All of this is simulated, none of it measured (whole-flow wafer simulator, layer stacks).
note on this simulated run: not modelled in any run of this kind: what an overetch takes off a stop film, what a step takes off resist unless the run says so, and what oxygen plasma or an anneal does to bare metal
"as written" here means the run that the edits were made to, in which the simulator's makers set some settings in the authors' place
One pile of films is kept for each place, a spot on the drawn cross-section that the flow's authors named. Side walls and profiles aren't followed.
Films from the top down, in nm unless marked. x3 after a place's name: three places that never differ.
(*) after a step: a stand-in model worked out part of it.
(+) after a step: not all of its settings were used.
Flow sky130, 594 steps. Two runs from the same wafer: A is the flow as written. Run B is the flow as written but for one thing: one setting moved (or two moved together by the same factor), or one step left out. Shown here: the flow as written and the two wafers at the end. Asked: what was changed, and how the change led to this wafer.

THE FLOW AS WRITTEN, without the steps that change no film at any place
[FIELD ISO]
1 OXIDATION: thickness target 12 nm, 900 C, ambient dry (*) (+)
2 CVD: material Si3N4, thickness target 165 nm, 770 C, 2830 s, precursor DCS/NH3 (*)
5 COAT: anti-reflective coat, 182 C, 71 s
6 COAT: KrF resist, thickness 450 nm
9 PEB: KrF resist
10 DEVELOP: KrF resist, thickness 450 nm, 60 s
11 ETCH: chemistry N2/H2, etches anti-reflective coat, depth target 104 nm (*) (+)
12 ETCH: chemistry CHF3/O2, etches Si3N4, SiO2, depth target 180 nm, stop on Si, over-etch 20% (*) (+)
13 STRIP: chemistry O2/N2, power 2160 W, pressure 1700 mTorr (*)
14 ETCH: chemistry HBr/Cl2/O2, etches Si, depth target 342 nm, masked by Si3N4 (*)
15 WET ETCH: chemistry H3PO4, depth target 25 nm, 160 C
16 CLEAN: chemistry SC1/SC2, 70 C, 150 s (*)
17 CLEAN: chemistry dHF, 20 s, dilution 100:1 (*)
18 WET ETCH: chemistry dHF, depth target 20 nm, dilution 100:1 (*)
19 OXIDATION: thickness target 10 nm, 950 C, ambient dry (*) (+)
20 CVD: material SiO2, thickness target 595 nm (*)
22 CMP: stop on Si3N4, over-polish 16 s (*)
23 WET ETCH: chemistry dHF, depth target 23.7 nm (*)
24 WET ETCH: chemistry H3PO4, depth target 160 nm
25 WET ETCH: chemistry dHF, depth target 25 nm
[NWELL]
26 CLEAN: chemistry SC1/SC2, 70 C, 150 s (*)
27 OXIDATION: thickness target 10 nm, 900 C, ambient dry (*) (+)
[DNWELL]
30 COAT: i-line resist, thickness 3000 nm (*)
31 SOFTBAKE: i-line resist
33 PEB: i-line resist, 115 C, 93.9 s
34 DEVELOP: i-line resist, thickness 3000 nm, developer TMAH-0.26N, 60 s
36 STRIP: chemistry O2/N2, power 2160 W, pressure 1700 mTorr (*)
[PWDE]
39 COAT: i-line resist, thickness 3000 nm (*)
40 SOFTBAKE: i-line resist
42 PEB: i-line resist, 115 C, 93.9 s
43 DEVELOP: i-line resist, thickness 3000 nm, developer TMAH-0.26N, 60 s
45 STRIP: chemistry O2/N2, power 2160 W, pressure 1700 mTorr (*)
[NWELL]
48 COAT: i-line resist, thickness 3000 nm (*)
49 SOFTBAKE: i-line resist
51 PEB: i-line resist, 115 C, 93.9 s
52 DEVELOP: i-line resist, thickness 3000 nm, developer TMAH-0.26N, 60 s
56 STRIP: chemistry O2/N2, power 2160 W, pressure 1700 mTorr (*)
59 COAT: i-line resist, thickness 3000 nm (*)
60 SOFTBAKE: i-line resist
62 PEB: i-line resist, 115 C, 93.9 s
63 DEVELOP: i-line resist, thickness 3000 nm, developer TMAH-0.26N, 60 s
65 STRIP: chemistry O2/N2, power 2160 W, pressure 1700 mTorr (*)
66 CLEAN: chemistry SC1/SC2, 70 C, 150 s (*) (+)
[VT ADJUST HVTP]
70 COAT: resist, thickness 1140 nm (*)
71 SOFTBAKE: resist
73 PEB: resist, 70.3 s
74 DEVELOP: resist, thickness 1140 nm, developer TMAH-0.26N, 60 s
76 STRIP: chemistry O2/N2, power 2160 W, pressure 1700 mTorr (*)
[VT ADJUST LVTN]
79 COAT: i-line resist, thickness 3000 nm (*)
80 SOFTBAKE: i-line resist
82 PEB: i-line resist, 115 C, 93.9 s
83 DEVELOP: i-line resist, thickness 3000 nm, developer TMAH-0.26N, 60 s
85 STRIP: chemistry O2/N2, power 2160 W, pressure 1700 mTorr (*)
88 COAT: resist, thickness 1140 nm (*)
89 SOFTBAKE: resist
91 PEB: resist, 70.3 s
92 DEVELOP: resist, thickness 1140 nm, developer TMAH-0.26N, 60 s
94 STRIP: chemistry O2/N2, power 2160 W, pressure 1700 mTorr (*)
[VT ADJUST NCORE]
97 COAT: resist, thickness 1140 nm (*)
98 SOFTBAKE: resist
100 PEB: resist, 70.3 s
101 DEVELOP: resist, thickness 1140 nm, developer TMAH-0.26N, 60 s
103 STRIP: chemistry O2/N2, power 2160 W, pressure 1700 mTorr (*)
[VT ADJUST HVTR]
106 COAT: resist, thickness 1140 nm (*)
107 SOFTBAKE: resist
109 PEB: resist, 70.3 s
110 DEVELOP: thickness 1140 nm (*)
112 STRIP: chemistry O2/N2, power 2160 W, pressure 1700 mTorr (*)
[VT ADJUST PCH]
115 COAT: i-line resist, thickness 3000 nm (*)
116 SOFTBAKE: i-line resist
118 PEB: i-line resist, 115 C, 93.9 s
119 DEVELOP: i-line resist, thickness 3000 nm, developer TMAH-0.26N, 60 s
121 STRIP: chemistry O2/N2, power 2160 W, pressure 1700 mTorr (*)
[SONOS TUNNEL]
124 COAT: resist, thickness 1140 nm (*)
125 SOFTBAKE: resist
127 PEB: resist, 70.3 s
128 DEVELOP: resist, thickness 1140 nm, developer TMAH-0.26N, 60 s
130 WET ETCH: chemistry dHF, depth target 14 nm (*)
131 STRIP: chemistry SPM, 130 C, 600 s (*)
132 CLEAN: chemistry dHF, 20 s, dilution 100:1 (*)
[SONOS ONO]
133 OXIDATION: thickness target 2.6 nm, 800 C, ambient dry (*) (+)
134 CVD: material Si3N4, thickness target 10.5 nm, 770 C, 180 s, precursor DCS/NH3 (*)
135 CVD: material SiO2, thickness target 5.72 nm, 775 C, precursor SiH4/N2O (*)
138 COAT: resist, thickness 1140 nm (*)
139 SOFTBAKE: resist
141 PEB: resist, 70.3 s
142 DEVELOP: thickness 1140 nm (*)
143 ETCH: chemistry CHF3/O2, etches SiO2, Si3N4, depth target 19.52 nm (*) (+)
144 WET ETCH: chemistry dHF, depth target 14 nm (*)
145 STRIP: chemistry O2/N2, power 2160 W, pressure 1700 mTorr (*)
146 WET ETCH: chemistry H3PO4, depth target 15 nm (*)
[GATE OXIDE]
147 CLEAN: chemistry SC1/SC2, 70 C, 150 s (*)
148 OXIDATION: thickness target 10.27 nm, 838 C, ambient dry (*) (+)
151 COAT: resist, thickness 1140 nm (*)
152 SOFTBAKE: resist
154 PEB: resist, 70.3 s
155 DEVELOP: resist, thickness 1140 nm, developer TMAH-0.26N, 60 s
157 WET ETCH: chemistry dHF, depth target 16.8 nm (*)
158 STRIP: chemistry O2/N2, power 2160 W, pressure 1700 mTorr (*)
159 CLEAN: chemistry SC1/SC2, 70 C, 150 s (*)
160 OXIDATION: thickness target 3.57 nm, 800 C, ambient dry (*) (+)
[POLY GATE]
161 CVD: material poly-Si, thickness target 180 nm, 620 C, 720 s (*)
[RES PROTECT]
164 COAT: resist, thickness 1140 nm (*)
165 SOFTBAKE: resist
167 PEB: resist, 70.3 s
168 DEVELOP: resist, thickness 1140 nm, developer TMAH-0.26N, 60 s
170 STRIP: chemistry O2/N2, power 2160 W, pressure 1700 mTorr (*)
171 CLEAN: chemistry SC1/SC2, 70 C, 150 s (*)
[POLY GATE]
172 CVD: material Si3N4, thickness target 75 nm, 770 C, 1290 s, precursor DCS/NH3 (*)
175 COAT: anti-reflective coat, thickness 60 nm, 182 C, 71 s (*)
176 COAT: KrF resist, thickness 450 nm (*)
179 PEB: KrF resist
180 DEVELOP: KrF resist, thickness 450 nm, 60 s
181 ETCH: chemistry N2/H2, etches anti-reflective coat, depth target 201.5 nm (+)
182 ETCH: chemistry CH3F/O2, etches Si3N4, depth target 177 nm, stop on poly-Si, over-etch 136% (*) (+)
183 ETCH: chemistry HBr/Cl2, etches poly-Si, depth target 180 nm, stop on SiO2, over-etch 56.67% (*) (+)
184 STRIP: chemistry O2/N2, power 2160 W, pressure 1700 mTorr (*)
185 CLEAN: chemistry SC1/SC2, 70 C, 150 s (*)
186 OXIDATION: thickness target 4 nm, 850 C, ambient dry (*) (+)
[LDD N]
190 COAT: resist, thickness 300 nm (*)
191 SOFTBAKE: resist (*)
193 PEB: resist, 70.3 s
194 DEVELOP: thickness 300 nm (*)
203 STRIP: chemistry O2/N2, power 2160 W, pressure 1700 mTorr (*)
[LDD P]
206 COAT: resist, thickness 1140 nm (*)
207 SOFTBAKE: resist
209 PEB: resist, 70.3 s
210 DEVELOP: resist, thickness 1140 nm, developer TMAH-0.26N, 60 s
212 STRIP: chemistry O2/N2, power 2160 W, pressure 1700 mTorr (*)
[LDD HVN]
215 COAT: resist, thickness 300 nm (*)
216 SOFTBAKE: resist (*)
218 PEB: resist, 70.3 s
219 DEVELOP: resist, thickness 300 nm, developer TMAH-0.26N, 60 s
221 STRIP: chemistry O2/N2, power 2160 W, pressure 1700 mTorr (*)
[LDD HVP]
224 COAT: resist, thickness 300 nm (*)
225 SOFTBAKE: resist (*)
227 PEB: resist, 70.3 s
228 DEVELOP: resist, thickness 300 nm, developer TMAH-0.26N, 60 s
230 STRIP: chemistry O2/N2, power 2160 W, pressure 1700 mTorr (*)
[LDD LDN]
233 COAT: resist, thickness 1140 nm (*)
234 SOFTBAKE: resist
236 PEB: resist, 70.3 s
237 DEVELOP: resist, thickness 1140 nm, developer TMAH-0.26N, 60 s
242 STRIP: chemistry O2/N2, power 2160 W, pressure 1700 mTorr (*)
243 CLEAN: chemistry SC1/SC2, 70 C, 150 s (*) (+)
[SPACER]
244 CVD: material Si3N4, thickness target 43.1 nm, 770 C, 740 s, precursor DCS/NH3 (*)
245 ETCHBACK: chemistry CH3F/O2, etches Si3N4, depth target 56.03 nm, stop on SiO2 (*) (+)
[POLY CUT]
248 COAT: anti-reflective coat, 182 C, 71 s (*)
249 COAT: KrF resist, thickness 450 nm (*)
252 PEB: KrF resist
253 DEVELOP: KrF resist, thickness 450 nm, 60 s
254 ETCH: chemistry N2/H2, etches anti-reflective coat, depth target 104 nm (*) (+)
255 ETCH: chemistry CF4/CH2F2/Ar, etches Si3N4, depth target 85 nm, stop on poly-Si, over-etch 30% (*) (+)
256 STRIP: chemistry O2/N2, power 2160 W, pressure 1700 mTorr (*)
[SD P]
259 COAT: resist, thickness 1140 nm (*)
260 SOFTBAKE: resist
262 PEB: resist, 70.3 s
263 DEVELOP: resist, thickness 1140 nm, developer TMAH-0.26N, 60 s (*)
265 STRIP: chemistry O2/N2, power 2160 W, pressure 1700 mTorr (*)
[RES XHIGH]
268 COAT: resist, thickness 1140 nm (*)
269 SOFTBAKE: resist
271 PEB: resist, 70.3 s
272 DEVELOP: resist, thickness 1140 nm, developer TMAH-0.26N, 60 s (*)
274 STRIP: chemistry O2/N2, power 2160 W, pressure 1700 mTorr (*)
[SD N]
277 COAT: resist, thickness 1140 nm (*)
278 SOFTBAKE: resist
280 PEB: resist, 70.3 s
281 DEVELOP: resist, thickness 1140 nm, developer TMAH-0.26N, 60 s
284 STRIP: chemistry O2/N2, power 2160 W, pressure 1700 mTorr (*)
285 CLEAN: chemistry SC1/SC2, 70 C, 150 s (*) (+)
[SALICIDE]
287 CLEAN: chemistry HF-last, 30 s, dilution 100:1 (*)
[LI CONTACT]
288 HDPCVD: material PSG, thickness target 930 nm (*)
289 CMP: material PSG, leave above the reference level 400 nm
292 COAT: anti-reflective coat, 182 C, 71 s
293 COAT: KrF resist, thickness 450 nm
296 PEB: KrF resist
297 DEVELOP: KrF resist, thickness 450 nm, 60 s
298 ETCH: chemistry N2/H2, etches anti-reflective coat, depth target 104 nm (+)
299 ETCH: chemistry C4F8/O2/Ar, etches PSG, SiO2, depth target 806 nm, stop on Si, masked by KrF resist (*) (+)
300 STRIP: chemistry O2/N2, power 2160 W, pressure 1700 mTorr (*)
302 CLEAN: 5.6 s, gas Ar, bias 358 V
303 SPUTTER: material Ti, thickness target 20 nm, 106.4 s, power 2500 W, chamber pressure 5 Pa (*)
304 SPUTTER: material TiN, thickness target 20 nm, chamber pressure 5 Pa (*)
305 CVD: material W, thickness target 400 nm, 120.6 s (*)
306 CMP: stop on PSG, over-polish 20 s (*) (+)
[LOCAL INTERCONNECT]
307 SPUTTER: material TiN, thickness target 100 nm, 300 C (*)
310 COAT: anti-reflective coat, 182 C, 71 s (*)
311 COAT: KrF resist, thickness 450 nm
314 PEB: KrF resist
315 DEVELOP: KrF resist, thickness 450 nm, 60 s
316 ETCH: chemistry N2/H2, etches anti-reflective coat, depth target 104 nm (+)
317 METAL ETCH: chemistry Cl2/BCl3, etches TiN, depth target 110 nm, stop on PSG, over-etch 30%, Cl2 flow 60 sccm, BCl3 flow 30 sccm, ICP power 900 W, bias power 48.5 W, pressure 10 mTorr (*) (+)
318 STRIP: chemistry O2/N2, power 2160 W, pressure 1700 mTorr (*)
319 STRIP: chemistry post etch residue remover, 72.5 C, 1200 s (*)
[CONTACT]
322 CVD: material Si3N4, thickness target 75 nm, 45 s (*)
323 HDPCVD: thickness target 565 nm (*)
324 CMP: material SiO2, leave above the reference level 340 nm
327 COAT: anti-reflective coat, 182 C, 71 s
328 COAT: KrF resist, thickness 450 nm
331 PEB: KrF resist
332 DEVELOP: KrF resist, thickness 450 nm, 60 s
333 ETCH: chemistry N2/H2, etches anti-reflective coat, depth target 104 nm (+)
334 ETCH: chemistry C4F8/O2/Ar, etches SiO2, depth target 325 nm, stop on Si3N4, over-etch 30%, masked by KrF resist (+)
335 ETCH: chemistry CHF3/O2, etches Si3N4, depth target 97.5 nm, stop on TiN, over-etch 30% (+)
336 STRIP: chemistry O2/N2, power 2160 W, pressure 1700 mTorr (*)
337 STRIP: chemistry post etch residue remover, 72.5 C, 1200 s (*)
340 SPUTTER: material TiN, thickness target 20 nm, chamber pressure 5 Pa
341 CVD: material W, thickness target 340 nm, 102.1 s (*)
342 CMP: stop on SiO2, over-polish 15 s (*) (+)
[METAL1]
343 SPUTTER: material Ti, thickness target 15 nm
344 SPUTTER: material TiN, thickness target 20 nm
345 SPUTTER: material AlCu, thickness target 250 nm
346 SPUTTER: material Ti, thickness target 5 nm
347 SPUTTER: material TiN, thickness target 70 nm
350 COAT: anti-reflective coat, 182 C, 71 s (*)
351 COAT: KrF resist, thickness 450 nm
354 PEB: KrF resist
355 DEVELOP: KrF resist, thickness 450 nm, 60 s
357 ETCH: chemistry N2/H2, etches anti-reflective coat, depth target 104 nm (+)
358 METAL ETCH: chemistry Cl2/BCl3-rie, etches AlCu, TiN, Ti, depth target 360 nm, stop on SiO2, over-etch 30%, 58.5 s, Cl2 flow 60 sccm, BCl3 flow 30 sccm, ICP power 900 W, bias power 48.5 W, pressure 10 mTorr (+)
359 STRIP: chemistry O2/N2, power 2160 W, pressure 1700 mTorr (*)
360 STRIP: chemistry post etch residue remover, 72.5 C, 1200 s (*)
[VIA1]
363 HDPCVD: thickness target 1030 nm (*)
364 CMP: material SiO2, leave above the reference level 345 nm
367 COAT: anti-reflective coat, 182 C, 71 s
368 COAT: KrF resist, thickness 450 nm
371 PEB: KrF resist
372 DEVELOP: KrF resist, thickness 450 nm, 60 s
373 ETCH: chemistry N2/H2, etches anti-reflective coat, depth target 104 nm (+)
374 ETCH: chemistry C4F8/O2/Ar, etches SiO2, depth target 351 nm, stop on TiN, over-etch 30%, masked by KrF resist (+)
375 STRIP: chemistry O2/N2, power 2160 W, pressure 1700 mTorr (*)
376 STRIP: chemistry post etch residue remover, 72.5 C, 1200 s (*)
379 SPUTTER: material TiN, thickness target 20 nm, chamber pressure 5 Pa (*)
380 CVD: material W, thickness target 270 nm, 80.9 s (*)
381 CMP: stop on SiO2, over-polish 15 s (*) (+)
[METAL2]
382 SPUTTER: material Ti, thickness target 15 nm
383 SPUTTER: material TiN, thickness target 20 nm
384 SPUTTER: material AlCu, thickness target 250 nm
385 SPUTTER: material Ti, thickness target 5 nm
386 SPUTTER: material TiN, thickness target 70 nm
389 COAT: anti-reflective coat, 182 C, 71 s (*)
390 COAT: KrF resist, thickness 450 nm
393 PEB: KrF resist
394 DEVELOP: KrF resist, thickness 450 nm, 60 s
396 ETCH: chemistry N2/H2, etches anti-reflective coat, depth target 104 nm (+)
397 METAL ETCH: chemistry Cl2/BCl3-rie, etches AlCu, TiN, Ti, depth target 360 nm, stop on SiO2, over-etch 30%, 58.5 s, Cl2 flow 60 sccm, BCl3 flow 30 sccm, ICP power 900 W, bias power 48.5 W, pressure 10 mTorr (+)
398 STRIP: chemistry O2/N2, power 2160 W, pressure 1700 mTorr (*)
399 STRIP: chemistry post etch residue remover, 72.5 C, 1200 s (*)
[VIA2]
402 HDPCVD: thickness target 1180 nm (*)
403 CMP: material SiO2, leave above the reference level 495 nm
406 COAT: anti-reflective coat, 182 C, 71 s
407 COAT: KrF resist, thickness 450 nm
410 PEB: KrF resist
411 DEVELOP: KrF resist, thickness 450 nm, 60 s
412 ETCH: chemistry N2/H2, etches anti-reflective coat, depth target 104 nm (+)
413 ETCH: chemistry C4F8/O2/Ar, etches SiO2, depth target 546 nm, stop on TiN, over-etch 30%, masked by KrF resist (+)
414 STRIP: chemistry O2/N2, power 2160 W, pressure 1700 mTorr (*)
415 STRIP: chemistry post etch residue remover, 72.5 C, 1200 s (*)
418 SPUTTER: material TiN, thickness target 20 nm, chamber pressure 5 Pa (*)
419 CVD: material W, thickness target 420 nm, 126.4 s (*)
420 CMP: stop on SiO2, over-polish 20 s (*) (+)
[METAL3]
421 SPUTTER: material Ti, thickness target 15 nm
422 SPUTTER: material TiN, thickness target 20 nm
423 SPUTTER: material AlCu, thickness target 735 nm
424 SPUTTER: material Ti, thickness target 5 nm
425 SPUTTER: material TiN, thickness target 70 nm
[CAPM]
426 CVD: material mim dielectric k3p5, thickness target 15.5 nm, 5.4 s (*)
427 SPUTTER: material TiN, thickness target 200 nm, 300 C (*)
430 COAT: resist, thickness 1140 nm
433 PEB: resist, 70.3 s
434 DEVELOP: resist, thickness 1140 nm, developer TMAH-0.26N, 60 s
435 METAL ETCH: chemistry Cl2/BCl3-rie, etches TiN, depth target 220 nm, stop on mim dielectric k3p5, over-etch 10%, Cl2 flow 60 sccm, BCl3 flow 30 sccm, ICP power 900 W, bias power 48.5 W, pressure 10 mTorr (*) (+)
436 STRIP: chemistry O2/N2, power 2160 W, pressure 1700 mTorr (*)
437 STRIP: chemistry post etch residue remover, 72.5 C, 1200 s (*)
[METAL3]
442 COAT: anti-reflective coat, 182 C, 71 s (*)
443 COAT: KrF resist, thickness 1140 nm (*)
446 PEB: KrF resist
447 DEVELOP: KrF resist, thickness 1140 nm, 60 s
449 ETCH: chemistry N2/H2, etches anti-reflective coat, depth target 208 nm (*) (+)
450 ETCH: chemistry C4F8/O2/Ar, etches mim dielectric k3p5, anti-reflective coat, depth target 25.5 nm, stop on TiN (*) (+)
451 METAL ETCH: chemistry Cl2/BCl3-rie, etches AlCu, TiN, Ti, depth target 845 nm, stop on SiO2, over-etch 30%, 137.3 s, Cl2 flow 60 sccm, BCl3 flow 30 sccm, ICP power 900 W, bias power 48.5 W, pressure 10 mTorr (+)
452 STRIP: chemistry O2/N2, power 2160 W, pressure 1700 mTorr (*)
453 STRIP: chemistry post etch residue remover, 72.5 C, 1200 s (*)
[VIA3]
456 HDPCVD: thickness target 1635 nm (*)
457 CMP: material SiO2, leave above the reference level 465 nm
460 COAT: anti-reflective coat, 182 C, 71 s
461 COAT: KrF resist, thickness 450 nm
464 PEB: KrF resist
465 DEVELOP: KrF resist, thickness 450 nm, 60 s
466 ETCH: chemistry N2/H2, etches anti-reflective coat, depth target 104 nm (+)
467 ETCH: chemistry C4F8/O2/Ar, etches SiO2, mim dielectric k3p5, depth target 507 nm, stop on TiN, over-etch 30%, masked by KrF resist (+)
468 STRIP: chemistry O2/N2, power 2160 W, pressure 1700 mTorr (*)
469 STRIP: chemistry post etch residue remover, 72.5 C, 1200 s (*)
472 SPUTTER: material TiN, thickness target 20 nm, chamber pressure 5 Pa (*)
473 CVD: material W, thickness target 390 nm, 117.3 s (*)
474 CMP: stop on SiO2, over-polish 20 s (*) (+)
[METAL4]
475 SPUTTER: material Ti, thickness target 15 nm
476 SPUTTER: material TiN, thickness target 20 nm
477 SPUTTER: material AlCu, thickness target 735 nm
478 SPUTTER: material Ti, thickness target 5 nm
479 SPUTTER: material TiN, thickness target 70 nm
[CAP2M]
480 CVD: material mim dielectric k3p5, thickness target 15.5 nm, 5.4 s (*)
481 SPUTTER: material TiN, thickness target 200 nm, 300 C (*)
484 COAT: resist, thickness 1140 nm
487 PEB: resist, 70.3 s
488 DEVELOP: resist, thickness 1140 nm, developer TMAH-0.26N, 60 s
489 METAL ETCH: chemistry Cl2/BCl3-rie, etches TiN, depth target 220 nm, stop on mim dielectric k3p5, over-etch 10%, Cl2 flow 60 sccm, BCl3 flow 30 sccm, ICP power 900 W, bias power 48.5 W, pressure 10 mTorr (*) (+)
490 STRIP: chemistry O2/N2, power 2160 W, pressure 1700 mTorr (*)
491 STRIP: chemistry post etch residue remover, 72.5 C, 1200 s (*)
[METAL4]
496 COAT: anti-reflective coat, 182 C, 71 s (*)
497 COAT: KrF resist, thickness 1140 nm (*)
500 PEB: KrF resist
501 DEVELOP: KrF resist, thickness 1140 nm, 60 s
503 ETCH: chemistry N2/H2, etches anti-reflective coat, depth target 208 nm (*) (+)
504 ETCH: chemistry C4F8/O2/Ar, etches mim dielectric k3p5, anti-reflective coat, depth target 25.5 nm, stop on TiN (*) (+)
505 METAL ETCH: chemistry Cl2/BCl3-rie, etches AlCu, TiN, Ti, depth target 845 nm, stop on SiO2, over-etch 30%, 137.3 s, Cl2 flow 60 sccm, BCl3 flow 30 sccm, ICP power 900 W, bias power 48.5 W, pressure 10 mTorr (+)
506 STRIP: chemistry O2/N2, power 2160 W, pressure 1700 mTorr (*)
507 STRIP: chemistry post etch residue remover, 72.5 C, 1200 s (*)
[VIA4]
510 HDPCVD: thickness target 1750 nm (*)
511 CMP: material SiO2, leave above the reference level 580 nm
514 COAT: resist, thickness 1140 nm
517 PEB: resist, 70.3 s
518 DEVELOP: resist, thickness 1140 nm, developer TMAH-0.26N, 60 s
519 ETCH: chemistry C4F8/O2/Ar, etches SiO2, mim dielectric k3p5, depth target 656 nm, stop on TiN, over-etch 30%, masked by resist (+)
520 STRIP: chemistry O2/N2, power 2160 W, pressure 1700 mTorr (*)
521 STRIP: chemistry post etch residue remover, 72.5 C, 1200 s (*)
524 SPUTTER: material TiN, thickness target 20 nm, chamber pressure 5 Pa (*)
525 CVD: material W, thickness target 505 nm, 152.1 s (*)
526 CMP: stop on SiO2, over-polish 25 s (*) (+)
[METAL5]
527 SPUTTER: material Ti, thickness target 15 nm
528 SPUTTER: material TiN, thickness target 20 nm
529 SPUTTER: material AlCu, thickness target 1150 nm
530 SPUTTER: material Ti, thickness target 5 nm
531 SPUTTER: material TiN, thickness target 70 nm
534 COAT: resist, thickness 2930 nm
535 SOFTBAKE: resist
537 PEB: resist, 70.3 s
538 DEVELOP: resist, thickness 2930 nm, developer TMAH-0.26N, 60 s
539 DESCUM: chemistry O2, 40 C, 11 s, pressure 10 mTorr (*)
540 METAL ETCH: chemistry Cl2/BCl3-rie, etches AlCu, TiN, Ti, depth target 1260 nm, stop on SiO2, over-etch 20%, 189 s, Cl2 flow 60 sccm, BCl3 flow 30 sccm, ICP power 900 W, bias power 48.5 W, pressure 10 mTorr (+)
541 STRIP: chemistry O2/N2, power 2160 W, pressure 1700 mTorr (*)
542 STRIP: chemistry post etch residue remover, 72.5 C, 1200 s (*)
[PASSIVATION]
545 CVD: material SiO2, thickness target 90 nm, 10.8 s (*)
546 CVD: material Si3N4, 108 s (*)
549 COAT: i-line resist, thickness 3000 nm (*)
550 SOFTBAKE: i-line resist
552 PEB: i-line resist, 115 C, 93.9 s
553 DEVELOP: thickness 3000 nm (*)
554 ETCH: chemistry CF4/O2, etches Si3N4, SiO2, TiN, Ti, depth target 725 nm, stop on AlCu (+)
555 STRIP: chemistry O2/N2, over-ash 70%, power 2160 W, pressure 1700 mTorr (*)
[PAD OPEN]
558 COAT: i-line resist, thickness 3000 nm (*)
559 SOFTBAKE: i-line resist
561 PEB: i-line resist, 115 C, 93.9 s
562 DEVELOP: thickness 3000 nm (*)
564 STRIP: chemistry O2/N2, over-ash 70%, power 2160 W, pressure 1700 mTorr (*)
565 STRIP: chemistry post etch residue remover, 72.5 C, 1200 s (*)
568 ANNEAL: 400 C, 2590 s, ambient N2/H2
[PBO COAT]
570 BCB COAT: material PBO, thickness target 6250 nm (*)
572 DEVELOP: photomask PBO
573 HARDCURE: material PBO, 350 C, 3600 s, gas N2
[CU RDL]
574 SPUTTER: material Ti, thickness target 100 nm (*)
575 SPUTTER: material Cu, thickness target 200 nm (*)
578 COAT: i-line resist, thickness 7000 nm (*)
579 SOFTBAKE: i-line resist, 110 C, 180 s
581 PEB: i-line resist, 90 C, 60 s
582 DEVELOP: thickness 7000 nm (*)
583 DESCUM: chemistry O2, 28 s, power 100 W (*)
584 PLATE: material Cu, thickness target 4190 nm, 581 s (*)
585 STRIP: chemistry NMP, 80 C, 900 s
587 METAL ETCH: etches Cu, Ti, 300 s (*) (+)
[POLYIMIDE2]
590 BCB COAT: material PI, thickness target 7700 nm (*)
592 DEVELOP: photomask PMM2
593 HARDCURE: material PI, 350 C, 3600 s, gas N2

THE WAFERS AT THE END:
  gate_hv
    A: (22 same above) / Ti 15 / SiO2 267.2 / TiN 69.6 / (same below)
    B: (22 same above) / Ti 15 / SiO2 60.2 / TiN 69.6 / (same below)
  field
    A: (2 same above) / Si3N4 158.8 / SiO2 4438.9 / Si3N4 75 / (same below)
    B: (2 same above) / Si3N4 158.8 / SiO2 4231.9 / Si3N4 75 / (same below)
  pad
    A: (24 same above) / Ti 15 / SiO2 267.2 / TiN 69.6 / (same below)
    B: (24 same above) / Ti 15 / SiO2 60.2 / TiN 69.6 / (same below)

The cause: step 364, CMP: leave above the reference level 138 nm was run, where the flow has leave above the reference level 345 nm.

How the change led to this, step by step:
  364 CMP: material SiO2, leave above the reference level 345 nm
      n_well, p_well, gate_hv and 100 more: A SiO2 -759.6 | B SiO2 -966.6
      field, active, gate and 81 more: A SiO2 -389.1 | B SiO2 -596.1
      (and at 4 more places)
  374 ETCH: chemistry C4F8/O2/Ar, etches SiO2, depth target 351 nm, stop on TiN, over-etch 30%, masked by KrF resist (+)
      field, active, n_well and 186 more: A KrF resist -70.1 | B KrF resist -16.3
      m1, via1_hole: A SiO2 -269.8 (all of it) | B SiO2 -62.8 (all of it)
  375 STRIP: chemistry O2/N2, power 2160 W, pressure 1700 mTorr (*)
      field, active, n_well and 186 more: A KrF resist -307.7 (all of it), anti-reflective coat -80 (all of it) | B KrF resist -361.5 (all of it), anti-reflective coat -80 (all of it)
  379 SPUTTER: material TiN, thickness target 20 nm, chamber pressure 5 Pa (*)
      m1: A TiN +11 | B TiN +16.4
      via1_hole: A TiN +10.9 | B TiN +16.4
  380 CVD: material W, thickness target 270 nm, 80.9 s (*)
      m1: A W +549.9 (new film) | B W +326.8 (new film)
      via1_hole: A W +549.9 (new film) | B W +326.9 (new film)
  381 CMP: stop on SiO2, over-polish 15 s (*) (+)
      m1: A W -293.6 | B W -283
      via1_hole: A W -293.6 | B W -283.1
